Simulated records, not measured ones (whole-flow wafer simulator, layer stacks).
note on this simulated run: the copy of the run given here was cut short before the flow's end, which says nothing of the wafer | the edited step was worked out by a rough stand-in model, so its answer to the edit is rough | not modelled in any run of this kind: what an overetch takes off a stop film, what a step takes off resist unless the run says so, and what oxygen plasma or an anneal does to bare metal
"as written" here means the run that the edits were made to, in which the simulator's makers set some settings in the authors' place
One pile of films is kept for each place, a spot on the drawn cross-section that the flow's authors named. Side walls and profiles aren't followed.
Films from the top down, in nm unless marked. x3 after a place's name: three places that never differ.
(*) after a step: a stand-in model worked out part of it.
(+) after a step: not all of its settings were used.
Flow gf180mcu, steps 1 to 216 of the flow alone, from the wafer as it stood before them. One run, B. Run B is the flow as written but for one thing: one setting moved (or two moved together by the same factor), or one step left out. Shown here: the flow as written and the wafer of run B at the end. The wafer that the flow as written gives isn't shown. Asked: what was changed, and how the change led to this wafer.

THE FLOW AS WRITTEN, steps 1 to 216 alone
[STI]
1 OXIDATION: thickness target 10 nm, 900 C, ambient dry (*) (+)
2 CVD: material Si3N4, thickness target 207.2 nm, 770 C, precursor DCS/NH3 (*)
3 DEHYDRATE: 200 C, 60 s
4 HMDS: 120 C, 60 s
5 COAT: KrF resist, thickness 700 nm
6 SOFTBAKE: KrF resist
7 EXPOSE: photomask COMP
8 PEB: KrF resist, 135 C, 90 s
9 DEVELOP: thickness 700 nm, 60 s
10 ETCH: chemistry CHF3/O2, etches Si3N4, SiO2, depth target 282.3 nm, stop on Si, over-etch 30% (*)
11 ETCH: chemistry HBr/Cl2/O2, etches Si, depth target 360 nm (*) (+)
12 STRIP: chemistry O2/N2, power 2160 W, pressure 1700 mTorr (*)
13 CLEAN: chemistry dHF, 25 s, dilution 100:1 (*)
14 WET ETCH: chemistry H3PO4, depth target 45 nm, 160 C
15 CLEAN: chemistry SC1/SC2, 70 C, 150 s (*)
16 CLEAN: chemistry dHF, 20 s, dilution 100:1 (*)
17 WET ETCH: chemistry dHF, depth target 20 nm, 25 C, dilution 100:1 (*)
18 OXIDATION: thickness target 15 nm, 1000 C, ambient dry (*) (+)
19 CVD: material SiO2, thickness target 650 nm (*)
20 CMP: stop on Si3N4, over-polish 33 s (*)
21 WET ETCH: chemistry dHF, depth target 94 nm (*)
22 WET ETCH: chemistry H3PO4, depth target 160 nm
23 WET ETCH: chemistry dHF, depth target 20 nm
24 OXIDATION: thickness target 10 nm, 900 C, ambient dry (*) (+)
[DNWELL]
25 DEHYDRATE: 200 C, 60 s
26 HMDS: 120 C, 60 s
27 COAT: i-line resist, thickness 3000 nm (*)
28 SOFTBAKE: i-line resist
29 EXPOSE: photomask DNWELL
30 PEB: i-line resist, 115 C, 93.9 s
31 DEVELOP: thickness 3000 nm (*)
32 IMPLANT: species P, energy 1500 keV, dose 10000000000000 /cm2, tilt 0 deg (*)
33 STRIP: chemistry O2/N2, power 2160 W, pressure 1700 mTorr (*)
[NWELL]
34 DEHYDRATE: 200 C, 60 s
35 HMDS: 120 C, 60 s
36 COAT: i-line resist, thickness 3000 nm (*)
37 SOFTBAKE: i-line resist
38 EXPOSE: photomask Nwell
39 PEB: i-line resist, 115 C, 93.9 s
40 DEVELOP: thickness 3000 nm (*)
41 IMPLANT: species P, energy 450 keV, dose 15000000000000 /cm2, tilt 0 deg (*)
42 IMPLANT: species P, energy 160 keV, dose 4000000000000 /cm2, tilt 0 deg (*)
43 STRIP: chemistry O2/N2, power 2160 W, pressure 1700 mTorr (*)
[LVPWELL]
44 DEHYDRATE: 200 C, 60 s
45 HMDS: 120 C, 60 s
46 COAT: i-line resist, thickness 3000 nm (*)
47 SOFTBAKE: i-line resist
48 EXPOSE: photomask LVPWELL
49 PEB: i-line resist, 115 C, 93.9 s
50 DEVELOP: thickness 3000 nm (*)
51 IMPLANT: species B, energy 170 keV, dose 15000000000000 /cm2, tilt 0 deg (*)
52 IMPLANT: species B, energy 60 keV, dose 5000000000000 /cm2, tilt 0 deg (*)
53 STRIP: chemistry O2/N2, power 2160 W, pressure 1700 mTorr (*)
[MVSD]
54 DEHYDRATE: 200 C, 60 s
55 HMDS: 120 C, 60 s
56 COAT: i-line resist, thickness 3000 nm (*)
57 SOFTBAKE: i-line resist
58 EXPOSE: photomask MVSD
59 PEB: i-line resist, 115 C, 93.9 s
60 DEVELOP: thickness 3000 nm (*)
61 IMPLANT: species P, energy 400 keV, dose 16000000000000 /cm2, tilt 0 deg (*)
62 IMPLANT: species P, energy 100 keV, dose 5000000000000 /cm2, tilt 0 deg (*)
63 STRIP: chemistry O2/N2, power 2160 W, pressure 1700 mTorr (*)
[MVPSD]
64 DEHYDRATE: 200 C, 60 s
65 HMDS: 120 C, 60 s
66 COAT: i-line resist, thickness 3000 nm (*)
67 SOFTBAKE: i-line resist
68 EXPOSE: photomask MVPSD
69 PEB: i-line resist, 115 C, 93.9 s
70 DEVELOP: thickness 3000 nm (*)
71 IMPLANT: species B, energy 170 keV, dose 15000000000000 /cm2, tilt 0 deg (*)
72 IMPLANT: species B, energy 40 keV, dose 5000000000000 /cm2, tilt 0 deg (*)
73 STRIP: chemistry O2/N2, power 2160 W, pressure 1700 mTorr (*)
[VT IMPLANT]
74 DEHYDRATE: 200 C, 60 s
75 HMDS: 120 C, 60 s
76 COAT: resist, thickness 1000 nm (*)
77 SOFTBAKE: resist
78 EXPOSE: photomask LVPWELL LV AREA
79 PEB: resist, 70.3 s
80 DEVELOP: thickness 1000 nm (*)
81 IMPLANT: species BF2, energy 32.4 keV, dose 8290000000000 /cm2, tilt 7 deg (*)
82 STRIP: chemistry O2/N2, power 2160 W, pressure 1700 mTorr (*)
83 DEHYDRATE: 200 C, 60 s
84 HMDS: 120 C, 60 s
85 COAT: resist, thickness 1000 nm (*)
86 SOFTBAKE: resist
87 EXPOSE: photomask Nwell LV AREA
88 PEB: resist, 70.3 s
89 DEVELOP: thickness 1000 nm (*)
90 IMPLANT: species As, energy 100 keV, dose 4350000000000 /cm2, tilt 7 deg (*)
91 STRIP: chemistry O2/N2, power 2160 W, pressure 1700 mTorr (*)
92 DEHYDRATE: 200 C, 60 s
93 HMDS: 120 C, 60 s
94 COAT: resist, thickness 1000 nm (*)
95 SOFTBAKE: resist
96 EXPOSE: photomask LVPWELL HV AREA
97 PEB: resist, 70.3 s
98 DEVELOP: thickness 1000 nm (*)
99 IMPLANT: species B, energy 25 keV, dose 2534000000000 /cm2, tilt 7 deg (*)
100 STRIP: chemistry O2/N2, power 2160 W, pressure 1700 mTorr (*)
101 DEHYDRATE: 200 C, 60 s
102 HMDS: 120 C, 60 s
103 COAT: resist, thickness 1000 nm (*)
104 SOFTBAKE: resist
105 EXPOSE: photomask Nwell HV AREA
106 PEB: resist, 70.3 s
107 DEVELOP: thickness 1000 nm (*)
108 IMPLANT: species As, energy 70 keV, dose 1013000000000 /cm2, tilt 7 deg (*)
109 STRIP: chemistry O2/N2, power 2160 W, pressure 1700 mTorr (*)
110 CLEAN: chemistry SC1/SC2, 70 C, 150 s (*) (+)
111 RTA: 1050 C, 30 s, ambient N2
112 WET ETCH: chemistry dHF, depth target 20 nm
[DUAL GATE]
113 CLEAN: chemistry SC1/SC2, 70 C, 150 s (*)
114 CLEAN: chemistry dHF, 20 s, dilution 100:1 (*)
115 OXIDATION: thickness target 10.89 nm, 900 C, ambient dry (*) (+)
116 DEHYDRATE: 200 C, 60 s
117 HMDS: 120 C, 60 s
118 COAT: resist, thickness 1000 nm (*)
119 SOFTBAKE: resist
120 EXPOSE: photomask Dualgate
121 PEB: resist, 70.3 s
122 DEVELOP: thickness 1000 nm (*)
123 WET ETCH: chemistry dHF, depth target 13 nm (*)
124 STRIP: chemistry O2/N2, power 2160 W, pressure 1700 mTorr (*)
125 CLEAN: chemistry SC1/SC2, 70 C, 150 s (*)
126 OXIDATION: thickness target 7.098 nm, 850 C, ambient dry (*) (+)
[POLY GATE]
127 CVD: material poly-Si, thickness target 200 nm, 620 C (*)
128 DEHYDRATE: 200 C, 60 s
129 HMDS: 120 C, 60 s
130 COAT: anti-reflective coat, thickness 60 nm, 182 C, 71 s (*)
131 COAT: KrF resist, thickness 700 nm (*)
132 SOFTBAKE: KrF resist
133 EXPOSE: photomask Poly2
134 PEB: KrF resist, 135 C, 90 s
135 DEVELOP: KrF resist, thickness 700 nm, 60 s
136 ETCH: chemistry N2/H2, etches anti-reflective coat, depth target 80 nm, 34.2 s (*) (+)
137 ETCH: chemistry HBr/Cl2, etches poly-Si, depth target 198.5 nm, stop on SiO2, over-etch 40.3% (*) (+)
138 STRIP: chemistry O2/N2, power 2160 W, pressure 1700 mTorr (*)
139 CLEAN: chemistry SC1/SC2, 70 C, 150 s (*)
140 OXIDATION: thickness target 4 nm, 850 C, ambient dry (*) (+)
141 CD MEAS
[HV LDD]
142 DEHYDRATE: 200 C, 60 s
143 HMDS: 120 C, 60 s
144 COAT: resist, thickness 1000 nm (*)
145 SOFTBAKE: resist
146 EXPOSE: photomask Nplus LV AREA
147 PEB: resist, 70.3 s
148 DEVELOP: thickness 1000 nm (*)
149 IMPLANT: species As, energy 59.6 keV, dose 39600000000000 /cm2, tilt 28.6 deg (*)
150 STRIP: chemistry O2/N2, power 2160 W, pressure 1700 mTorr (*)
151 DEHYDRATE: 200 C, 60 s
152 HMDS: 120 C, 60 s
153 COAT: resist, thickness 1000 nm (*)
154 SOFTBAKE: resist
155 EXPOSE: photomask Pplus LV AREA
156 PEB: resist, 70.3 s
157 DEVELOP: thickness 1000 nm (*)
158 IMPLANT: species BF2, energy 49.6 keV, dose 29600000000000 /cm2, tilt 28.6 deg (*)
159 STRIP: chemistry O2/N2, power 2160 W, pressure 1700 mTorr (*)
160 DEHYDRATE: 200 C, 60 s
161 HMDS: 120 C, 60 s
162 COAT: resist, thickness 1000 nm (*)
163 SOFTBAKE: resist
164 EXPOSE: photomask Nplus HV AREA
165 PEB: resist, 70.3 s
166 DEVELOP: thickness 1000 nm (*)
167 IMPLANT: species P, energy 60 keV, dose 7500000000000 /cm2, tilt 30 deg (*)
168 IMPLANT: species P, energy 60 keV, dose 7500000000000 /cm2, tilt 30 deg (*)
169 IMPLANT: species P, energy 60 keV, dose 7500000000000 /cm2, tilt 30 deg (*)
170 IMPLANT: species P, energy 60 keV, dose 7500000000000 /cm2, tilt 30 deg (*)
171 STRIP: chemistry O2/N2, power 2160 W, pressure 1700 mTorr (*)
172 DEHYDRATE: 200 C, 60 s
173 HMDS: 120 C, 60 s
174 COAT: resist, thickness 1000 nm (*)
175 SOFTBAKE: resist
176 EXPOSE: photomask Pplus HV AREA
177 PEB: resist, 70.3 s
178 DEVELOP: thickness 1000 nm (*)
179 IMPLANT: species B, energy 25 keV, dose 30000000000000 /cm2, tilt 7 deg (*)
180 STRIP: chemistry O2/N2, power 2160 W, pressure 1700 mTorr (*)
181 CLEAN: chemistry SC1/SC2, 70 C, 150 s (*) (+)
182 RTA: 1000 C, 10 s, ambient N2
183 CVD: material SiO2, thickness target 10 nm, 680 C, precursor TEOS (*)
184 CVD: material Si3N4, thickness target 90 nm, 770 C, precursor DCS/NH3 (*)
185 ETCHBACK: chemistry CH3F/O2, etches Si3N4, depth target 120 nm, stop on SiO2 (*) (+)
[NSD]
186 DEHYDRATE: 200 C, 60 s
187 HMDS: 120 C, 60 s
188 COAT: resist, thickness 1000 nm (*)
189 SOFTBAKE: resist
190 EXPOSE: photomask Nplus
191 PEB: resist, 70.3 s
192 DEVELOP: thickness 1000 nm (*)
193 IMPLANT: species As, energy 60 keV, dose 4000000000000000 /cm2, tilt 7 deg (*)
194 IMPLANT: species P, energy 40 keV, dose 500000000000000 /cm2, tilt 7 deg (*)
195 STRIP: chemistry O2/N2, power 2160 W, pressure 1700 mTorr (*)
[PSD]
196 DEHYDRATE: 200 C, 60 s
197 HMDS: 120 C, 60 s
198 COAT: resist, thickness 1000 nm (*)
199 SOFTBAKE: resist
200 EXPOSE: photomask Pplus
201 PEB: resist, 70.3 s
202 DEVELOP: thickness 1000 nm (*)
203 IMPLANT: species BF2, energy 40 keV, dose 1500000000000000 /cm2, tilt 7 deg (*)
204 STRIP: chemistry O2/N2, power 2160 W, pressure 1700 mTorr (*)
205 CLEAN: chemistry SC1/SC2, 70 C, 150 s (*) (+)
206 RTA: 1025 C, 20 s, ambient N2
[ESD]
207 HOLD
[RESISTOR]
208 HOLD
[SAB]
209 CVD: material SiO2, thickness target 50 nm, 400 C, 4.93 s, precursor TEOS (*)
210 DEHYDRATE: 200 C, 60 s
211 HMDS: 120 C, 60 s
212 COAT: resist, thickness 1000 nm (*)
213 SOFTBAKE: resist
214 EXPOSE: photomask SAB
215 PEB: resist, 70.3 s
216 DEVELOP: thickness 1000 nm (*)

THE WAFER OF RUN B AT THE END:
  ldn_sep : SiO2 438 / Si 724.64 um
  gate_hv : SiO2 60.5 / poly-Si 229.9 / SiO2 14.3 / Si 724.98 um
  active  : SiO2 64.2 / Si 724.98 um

The cause: step 127, CVD: thickness target 232 nm was run, where the flow has thickness target 200 nm.

How the change led to this, step by step:
  127 CVD: material poly-Si, thickness target 200 nm, 620 C (*)
      field, field__w1, field__w2 and 89 more: poly-Si +232 (new film) (as written it would be: poly-Si +200 (new film))
  137 ETCH: chemistry HBr/Cl2, etches poly-Si, depth target 198.5 nm, stop on SiO2, over-etch 40.3% (*) (+)
      field__w3, field__w12, field_sub and 14 more: poly-Si -231 (all of it), SiO2 -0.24 (as written it would be: poly-Si -199 (all of it), SiO2 -0.4)
      field__w6, sti, m1 and 11 more: poly-Si -230.8 (all of it), SiO2 -0.24 (as written it would be: poly-Si -198.8 (all of it), SiO2 -0.4)
      (and at 33 more places)
  144 COAT: resist, thickness 1000 nm (*)
      polyc_n, polyc_p: resist +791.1 (new film) (as written it would be: resist +817.8 (new film))
      gate: resist +810.8 (new film) (as written it would be: resist +837.3 (new film))
      (and at 25 more places)
  145 SOFTBAKE: resist
      ldn_dft, ldp_dft: resist -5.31 (as written it would be: resist -4.42)
      field__w1: resist +5.04 (as written it would be: resist +4.19)
      (and at 55 more places)
  148 DEVELOP: thickness 1000 nm (*)
      gate: resist -796.1 (all of it) (as written it would be: resist -822.7 (all of it))
      npoly_u: resist -795.7 (all of it) (as written it would be: resist -821.5 (all of it))
      (and at 3 more places)
  150 STRIP: chemistry O2/N2, power 2160 W, pressure 1700 mTorr (*)
      gate_hv: resist -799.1 (all of it) (as written it would be: resist -824.2 (all of it))
      gate_p: resist -802.8 (all of it) (as written it would be: resist -828.7 (all of it))
      (and at 21 more places)
  153 COAT: resist, thickness 1000 nm (*)
      polyc_n, polyc_p: resist +791.1 (new film) (as written it would be: resist +817.8 (new film))
      gate: resist +810.8 (new film) (as written it would be: resist +837.3 (new film))
      (and at 25 more places)
  154 SOFTBAKE: resist
      ldn_dft, ldp_dft: resist -5.31 (as written it would be: resist -4.42)
      field__w1: resist +5.04 (as written it would be: resist +4.19)
      (and at 55 more places)
  157 DEVELOP: thickness 1000 nm (*)
      gate_p: resist -802.8 (all of it) (as written it would be: resist -828.7 (all of it))
      ppoly_u: resist -802.1 (all of it) (as written it would be: resist -827 (all of it))
      (and at 3 more places)
  159 STRIP: chemistry O2/N2, power 2160 W, pressure 1700 mTorr (*)
      gate: resist -796.1 (all of it) (as written it would be: resist -822.7 (all of it))
      gate_hv: resist -799.1 (all of it) (as written it would be: resist -824.2 (all of it))
      (and at 21 more places)
  162 COAT: resist, thickness 1000 nm (*)
      polyc_n, polyc_p: resist +791.1 (new film) (as written it would be: resist +817.8 (new film))
      gate: resist +810.8 (new film) (as written it would be: resist +837.3 (new film))
      (and at 25 more places)
  163 SOFTBAKE: resist
      ldn_dft, ldp_dft: resist -5.31 (as written it would be: resist -4.42)
      field__w1: resist +5.04 (as written it would be: resist +4.19)
      (and at 55 more places)
  166 DEVELOP: thickness 1000 nm (*)
      gate_hv: resist -799.1 (all of it) (as written it would be: resist -824.2 (all of it))
      gate_nat: resist -834.2 (all of it) (as written it would be: resist -854.5 (all of it))
      (and at 7 more places)
  171 STRIP: chemistry O2/N2, power 2160 W, pressure 1700 mTorr (*)
      gate: resist -796.1 (all of it) (as written it would be: resist -822.7 (all of it))
      gate_p: resist -802.8 (all of it) (as written it would be: resist -828.7 (all of it))
      (and at 17 more places)
  174 COAT: resist, thickness 1000 nm (*)
      polyc_n, polyc_p: resist +791.1 (new film) (as written it would be: resist +817.8 (new film))
      gate: resist +810.8 (new film) (as written it would be: resist +837.3 (new film))
      (and at 25 more places)
  175 SOFTBAKE: resist
      ldn_dft, ldp_dft: resist -5.31 (as written it would be: resist -4.42)
      field__w1: resist +5.04 (as written it would be: resist +4.19)
      (and at 55 more places)
  ... 13 more steps ...
  216 DEVELOP: thickness 1000 nm (*)
      gate: resist -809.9 (all of it) (as written it would be: resist -834.3 (all of it))
      gate_hv: resist -813.2 (all of it) (as written it would be: resist -836.1 (all of it))
      (and at 24 more places)
